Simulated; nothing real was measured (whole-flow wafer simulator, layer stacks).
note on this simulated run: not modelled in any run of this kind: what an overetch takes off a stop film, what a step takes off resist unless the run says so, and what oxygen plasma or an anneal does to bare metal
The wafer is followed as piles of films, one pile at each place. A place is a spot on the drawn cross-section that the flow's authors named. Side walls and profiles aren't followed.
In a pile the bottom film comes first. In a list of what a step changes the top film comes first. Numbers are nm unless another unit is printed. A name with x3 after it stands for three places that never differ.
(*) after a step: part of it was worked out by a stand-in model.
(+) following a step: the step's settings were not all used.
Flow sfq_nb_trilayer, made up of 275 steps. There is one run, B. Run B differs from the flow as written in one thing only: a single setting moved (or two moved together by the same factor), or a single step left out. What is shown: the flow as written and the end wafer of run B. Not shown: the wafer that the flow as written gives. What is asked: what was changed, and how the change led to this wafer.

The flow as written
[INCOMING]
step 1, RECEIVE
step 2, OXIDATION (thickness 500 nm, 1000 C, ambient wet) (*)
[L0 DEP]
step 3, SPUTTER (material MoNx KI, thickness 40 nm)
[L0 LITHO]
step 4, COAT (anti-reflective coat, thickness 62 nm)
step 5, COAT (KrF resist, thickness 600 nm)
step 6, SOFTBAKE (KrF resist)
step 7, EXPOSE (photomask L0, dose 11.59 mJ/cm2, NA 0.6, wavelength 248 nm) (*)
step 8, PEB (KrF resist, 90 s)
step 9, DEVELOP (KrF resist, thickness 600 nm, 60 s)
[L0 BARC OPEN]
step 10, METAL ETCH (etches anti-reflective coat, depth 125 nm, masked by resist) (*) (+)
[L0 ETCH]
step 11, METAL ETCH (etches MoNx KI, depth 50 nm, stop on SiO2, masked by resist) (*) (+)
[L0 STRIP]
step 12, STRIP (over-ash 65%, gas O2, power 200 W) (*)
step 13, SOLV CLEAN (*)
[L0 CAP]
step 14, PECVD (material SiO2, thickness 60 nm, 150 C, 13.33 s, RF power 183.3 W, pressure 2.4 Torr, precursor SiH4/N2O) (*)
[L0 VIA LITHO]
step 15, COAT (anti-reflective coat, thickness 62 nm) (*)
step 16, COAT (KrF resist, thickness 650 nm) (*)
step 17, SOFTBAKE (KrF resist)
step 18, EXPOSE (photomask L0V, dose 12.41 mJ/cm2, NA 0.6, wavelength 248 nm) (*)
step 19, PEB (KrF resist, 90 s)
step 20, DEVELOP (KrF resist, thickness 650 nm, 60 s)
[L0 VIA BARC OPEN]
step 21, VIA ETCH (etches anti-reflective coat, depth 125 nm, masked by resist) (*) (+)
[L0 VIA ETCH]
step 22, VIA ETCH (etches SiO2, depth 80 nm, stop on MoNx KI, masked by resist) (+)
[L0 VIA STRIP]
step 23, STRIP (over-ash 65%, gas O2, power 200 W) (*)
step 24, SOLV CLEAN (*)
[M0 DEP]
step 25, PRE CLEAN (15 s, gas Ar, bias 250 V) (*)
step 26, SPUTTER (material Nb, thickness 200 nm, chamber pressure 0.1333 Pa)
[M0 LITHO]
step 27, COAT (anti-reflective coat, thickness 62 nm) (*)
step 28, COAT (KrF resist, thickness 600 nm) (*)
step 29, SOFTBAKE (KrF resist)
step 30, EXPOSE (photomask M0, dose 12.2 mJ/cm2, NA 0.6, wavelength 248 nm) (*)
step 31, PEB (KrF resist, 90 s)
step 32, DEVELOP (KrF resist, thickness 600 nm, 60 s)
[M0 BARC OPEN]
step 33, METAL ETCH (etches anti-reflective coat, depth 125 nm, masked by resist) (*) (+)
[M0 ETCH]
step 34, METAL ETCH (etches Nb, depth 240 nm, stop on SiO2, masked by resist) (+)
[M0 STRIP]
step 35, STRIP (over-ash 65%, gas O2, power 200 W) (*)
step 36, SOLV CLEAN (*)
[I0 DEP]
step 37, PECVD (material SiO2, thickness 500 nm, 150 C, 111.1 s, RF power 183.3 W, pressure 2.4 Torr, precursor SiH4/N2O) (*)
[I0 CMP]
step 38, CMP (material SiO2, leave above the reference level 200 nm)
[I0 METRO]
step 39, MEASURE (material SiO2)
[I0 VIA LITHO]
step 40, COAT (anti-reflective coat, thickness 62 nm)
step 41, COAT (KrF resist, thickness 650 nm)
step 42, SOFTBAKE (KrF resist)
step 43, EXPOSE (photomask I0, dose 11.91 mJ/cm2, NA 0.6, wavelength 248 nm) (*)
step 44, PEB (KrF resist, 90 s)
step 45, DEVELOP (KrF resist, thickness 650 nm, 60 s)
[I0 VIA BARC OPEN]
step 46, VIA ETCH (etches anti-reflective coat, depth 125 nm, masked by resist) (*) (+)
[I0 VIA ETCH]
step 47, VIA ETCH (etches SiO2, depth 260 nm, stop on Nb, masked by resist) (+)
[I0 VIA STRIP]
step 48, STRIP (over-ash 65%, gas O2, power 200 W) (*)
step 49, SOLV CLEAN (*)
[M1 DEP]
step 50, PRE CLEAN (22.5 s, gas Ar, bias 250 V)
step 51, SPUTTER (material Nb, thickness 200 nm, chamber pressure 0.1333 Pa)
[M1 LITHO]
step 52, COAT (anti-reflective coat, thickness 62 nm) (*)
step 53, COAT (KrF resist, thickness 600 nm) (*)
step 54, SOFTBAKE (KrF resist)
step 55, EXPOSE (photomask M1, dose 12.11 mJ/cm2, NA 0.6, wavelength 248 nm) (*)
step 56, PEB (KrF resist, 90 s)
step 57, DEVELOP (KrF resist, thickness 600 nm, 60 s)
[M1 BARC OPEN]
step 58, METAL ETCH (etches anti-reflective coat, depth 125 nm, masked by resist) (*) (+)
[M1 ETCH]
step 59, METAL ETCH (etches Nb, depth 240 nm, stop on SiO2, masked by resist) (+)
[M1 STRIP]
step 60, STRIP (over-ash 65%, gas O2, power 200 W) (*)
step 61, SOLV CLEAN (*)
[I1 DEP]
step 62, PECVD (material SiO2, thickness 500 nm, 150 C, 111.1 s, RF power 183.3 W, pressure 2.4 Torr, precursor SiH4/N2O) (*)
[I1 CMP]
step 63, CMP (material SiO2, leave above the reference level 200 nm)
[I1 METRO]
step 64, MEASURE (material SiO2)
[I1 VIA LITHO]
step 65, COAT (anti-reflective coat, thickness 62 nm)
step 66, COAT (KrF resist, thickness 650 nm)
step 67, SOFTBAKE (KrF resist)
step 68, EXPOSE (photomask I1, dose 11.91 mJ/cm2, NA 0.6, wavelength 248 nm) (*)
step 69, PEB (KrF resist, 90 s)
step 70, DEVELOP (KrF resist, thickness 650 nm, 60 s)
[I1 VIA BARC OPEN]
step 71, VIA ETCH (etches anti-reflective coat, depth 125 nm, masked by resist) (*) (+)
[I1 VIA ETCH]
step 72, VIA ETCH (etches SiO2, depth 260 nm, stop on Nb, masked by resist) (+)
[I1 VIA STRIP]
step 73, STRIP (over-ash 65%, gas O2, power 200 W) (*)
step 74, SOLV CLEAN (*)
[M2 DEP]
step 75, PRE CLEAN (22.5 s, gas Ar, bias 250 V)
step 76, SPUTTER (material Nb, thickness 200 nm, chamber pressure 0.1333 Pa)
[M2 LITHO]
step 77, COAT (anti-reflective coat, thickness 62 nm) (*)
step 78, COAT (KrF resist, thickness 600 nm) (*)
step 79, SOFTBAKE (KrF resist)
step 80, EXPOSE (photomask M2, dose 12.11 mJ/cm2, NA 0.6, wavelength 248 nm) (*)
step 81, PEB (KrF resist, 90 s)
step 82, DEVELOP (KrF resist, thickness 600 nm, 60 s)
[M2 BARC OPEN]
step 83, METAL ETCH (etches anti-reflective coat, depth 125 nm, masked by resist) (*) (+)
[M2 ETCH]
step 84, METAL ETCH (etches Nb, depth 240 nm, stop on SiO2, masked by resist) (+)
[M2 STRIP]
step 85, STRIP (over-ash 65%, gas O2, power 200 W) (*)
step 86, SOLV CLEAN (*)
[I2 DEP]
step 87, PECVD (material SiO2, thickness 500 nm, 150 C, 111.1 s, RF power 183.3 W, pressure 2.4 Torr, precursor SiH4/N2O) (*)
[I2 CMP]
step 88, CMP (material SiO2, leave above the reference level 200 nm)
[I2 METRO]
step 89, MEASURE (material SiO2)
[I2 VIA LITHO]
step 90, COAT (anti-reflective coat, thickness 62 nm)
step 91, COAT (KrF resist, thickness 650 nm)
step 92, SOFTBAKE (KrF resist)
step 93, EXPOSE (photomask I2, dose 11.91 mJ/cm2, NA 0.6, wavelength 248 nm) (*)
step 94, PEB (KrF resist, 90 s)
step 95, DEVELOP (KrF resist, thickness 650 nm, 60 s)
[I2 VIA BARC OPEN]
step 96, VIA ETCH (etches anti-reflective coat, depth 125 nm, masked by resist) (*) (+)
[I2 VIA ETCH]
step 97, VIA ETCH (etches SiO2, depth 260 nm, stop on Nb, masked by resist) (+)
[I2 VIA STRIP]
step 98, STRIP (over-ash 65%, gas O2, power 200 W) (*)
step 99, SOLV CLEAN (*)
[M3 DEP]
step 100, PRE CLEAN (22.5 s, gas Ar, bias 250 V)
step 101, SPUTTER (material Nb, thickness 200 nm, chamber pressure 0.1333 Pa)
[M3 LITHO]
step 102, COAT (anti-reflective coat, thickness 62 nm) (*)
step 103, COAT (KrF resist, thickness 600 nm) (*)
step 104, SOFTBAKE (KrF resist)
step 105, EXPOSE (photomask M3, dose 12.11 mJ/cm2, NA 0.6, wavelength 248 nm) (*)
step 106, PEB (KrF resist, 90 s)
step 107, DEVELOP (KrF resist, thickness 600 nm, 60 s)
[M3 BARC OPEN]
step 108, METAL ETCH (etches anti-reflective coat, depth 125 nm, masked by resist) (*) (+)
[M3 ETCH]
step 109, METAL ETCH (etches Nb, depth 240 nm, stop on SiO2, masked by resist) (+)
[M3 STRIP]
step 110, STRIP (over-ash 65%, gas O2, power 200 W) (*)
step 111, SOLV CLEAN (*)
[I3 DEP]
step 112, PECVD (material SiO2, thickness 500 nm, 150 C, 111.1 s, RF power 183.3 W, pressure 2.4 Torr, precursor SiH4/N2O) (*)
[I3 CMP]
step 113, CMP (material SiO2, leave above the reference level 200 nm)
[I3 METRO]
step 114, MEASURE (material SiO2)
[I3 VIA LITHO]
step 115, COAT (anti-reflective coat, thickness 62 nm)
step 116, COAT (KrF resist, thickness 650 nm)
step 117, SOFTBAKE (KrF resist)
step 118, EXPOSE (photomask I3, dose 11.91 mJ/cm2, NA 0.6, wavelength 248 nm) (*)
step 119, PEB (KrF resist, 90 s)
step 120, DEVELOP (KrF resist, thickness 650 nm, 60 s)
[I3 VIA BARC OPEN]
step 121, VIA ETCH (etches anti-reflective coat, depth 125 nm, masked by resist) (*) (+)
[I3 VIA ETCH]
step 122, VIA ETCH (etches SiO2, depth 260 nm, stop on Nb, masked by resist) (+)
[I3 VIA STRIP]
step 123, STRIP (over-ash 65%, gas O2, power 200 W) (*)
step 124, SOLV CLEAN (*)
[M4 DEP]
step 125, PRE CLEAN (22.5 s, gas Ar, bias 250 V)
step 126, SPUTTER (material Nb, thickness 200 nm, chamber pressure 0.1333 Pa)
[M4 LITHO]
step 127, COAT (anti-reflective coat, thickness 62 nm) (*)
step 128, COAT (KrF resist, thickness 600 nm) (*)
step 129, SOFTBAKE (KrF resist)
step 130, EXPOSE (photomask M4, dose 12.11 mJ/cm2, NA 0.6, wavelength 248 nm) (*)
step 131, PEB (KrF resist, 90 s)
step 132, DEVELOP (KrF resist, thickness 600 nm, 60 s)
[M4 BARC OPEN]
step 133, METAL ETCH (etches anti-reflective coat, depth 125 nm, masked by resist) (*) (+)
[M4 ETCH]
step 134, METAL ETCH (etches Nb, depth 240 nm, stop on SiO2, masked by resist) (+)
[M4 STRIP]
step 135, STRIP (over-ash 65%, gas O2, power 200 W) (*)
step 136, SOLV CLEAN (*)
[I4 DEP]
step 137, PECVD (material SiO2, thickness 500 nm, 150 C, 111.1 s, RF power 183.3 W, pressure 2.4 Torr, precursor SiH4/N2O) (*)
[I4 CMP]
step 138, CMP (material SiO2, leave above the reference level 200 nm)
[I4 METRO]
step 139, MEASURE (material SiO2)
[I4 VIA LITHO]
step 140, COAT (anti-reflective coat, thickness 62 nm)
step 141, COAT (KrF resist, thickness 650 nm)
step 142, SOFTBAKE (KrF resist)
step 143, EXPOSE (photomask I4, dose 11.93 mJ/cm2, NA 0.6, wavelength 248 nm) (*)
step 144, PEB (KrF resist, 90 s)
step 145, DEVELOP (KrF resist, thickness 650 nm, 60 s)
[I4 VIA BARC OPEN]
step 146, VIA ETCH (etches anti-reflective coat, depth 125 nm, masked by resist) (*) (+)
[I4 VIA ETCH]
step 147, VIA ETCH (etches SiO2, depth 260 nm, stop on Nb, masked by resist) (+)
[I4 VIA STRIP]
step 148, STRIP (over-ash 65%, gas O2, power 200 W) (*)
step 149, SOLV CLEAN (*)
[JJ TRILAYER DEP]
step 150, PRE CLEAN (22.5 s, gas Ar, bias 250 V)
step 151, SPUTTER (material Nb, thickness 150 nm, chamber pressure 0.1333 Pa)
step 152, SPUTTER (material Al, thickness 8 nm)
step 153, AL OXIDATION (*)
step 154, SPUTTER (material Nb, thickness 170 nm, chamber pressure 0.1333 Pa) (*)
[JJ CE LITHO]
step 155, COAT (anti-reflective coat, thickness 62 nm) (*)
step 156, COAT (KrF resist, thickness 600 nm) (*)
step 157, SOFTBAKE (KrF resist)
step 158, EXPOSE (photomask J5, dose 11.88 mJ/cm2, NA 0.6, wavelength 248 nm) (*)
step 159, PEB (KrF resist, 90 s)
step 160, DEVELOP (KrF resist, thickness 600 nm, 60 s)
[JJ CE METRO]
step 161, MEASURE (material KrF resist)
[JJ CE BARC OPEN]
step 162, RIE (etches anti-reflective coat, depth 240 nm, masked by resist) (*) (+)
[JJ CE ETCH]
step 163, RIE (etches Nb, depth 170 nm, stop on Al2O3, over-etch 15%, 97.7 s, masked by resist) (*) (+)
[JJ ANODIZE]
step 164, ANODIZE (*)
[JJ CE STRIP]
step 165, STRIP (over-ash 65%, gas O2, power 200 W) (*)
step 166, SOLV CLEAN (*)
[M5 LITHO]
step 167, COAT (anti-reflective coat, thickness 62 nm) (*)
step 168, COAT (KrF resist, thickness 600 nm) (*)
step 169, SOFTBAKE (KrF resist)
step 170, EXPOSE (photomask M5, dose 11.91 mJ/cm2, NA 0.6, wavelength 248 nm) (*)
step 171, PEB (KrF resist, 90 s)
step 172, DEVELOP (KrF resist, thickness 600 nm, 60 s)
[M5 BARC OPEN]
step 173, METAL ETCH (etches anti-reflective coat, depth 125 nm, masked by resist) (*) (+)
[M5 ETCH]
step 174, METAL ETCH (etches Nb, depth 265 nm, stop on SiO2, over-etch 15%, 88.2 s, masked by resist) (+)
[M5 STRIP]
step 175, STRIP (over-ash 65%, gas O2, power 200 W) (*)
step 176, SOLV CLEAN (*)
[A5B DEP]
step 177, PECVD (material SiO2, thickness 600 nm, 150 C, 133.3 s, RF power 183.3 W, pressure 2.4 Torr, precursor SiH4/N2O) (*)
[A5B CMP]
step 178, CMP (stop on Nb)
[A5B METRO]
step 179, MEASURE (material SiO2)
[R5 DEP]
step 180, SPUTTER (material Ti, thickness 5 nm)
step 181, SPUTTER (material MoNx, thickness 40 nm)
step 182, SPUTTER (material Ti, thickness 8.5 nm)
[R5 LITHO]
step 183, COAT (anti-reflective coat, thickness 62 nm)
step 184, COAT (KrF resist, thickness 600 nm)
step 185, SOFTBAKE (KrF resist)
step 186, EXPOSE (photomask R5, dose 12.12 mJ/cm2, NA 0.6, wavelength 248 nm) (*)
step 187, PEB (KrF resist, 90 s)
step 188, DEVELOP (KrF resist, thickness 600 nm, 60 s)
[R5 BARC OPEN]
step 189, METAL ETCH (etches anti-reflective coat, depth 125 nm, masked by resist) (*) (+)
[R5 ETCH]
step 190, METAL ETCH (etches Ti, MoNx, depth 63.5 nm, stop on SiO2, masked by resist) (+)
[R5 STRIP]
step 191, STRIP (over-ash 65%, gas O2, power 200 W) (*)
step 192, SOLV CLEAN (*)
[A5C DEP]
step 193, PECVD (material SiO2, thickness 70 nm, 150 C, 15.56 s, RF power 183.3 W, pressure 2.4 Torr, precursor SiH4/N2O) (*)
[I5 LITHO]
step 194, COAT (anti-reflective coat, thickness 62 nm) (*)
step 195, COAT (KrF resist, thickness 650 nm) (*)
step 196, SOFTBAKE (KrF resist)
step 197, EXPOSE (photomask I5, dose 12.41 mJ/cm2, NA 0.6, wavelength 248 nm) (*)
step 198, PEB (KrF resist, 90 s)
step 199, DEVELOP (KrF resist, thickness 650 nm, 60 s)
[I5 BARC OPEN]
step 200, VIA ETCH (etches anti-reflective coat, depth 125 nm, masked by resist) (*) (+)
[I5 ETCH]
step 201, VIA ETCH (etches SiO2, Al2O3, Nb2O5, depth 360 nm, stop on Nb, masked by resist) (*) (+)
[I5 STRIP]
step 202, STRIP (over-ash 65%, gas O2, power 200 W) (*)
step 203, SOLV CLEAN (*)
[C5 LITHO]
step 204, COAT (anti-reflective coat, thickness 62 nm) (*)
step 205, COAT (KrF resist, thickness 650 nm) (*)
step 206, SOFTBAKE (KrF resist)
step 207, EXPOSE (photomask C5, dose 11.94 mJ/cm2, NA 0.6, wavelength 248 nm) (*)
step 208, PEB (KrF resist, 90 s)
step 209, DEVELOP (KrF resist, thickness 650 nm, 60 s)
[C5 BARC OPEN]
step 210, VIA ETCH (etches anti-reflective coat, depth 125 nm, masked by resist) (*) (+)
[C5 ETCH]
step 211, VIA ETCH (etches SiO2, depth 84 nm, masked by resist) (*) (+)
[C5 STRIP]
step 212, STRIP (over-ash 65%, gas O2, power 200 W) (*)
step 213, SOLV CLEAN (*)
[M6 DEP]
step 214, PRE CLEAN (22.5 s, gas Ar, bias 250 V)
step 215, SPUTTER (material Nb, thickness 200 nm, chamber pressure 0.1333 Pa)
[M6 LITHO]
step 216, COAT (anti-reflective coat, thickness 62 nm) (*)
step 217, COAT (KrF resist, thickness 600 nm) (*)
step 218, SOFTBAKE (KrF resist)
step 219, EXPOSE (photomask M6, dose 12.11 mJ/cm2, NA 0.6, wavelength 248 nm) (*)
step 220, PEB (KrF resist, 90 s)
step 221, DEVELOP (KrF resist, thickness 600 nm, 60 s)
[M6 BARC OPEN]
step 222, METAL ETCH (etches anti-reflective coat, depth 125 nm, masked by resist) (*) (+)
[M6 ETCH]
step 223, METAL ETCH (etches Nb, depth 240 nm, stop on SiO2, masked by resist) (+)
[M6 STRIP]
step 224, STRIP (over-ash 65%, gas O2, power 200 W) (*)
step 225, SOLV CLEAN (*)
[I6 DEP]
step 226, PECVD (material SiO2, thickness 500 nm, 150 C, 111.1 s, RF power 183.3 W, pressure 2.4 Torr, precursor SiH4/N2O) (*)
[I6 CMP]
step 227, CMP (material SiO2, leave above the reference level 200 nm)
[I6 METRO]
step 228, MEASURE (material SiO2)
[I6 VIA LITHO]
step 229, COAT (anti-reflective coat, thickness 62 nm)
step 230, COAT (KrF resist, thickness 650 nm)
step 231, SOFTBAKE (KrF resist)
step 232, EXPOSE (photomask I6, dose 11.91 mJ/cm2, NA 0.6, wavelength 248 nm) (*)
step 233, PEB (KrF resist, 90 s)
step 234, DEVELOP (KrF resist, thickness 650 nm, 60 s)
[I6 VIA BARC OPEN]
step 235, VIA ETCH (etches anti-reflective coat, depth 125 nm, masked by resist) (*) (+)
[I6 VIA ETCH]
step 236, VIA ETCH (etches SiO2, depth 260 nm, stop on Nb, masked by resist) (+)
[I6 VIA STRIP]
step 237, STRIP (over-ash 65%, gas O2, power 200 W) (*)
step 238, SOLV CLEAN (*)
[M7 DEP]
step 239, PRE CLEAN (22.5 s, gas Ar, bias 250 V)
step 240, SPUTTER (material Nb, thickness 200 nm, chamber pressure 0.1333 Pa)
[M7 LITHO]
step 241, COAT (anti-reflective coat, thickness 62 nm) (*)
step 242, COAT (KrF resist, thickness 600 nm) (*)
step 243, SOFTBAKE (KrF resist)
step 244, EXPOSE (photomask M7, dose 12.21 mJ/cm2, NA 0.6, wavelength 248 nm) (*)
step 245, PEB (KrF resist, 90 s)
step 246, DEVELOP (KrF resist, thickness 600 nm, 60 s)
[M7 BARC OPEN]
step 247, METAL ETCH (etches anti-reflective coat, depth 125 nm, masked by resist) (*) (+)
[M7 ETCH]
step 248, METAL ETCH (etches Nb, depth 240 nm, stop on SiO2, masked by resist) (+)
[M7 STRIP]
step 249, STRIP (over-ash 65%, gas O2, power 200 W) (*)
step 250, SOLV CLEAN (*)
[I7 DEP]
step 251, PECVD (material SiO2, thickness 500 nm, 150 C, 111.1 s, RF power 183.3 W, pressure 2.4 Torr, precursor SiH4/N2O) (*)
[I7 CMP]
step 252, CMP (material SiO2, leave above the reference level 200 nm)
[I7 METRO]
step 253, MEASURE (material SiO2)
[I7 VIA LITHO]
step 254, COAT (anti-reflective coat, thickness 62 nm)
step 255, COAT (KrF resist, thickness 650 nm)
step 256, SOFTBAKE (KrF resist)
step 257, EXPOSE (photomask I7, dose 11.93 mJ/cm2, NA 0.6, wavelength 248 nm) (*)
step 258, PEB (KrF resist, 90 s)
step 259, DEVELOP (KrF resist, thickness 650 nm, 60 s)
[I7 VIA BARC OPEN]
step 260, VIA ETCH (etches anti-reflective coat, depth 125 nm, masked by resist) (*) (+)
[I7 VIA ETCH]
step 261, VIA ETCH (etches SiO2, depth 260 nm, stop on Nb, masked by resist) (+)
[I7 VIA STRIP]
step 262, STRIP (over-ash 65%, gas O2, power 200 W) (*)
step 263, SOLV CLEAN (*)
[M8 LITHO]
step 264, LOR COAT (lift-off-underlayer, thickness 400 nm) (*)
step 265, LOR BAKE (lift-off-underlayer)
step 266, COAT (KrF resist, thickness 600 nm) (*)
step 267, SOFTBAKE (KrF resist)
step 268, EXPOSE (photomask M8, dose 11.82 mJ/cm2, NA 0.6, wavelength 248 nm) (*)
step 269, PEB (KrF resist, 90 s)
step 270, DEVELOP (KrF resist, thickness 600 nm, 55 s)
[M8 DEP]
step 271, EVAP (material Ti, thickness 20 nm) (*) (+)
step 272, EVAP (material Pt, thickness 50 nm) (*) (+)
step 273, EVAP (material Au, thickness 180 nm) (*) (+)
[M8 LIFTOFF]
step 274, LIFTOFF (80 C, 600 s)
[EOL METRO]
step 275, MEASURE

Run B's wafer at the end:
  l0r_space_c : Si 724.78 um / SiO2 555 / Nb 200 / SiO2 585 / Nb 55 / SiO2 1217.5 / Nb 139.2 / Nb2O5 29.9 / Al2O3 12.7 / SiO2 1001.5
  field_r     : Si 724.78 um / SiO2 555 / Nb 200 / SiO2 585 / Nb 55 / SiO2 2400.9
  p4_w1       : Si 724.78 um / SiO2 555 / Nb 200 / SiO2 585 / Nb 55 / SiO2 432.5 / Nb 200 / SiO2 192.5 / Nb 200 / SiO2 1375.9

The reason: step 76, SPUTTER: thickness 295 nm was run, while the flow as written has thickness 200 nm.

Step by step, how the change led to this:
  step 76, SPUTTER (material Nb, thickness 200 nm, chamber pressure 0.1333 Pa)
      field_l, v_sur, via_wl and 102 more: +295 Nb (new film) (it would be, as written: +200 Nb (new film))
      via_v: +258.9 Nb (it would be, as written: +174.5 Nb)
  step 84, METAL ETCH (etches Nb, depth 240 nm, stop on SiO2, masked by resist) (+)
      field_l, be, be_sur and 81 more: -240 Nb (it would be, as written: -200 Nb (all of it))
  step 87, PECVD (material SiO2, thickness 500 nm, 150 C, 111.1 s, RF power 183.3 W, pressure 2.4 Torr, precursor SiH4/N2O) (*)
      field_l, be, be_sur and 81 more: +500 SiO2 (new film) (it would be, as written: +500 SiO2)
      via_v: +592.2 SiO2 (new film) (it would be, as written: +606 SiO2 (new film))
  step 88, CMP (material SiO2, leave above the reference level 200 nm)
      field_l, be, be_sur and 81 more: -60 SiO2 (it would be, as written: -100 SiO2)
      via_v: -157.1 SiO2 (it would be, as written: -181.6 SiO2)
If metal films that touch count as one body, l0r_space_c has 3 bodies (between them, from the top down: SiO2 1217.5; SiO2 585); the flow as written gives 2 bodies (between them, from the top down: SiO2 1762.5).
If metal films that touch count as one body, field_r has 2 bodies (between them, from the top down: SiO2 585); the flow as written gives 1 body.
If metal films that touch count as one body, p4_w1 has 4 bodies (between them, from the top down: SiO2 192.5; SiO2 432.5; SiO2 585); the flow as written gives 3 bodies (between them, from the top down: SiO2 192.5; SiO2 977.5).
